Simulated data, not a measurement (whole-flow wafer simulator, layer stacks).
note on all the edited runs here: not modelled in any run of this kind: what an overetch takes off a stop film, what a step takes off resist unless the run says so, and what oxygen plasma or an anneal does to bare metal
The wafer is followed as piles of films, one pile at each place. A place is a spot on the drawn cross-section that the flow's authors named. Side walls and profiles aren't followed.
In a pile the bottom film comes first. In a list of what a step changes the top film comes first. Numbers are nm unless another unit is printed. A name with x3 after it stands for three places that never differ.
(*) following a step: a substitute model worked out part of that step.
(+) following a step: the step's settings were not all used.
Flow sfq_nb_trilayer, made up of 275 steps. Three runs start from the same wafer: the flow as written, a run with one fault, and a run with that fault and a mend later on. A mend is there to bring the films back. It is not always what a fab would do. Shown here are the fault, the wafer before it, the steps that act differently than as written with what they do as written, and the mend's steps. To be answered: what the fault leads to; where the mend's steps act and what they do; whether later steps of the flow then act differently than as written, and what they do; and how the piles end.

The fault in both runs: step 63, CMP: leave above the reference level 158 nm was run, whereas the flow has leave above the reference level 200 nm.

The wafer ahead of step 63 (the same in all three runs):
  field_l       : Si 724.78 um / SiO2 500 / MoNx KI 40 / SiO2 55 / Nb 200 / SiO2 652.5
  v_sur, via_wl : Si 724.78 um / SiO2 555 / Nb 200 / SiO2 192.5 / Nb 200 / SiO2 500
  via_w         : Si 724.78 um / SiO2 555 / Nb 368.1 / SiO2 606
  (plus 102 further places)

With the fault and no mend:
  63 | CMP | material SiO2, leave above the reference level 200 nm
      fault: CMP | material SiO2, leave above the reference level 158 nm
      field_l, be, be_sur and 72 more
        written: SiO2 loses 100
        fault: SiO2 loses 142
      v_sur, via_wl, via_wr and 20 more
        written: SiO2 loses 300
        fault: SiO2 loses 342
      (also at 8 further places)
  Steps further on in the flow that do not act as written (4 other steps are not shown; they differ only slightly, by no more than 2% or 0.5 nm, whichever is larger):
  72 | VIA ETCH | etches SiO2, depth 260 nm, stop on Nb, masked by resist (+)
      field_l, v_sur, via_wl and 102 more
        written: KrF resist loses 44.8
        fault: KrF resist loses 40.8
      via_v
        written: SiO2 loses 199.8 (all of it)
        fault: SiO2 loses 157.8 (all of it)
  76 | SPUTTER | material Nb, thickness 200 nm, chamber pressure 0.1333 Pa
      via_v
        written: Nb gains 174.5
        fault: Nb gains 183.1
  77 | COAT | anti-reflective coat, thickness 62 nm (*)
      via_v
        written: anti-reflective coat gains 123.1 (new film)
        fault: anti-reflective coat gains 112.7 (new film)
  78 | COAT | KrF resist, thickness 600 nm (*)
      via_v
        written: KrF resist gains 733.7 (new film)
        fault: KrF resist gains 700 (new film)
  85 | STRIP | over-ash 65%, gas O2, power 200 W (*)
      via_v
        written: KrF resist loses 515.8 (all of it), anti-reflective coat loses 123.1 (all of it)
        fault: KrF resist loses 482.1 (all of it), anti-reflective coat loses 112.7 (all of it)
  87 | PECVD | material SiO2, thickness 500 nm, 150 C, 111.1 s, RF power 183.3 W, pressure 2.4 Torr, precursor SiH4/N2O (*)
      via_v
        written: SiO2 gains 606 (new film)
        fault: SiO2 gains 530.9 (new film)
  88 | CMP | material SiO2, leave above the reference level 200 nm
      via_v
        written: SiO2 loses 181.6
        fault: SiO2 loses 157.1
  At v_sur, via_wl, via_w and 77 more, the piles at the end differ from the flow's by more than 2% or 0.5 nm, whichever is larger.
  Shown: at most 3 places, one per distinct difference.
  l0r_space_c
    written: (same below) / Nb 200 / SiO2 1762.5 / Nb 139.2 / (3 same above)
    fault: (same below) / Nb 200 / SiO2 1720.5 / Nb 139.2 / (3 same above)
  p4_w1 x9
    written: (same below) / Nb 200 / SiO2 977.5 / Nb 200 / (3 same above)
    fault: (same below) / Nb 200 / SiO2 935.5 / Nb 200 / (3 same above)
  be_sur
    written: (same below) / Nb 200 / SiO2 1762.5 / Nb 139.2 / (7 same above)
    fault: (same below) / Nb 200 / SiO2 1720.5 / Nb 139.2 / (7 same above)

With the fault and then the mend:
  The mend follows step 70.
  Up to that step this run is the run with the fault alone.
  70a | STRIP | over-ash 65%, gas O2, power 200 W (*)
      field_l, v_sur, via_wl and 102 more
        KrF resist loses 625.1 (all of it), anti-reflective coat loses 62 (all of it)
      via_v
        anti-reflective coat loses 62 (all of it)
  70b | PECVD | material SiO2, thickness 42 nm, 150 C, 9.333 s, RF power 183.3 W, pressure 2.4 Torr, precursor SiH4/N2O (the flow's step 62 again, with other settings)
      field_l, v_sur, via_wl and 103 more
        SiO2 gains 42
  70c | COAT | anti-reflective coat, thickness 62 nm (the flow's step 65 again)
      field_l, v_sur, via_wl and 103 more
        anti-reflective coat gains 62 (new film)
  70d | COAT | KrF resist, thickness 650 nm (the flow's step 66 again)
      field_l, v_sur, via_wl and 103 more
        KrF resist gains 650 (new film)
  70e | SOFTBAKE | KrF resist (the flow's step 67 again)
      leaves every film unchanged at each place that is followed
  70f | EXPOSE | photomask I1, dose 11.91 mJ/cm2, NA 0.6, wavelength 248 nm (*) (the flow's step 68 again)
      leaves every film unchanged at each place that is followed
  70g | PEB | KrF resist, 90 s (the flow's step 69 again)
      field_l, v_sur, via_wl and 103 more
        KrF resist loses 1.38
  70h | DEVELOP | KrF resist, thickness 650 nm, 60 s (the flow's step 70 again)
      field_l, v_sur, via_wl and 102 more
        KrF resist loses 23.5
      via_v
        KrF resist loses 648.6 (all of it)
  Later steps of the flow that are run all act as written at every place that is followed, up to a difference of at most 2% or 0.5 nm, whichever is larger.
  At the end the piles are close to the flow's at the places that both follow, differing by at most 2% or 0.5 nm, whichever is larger.
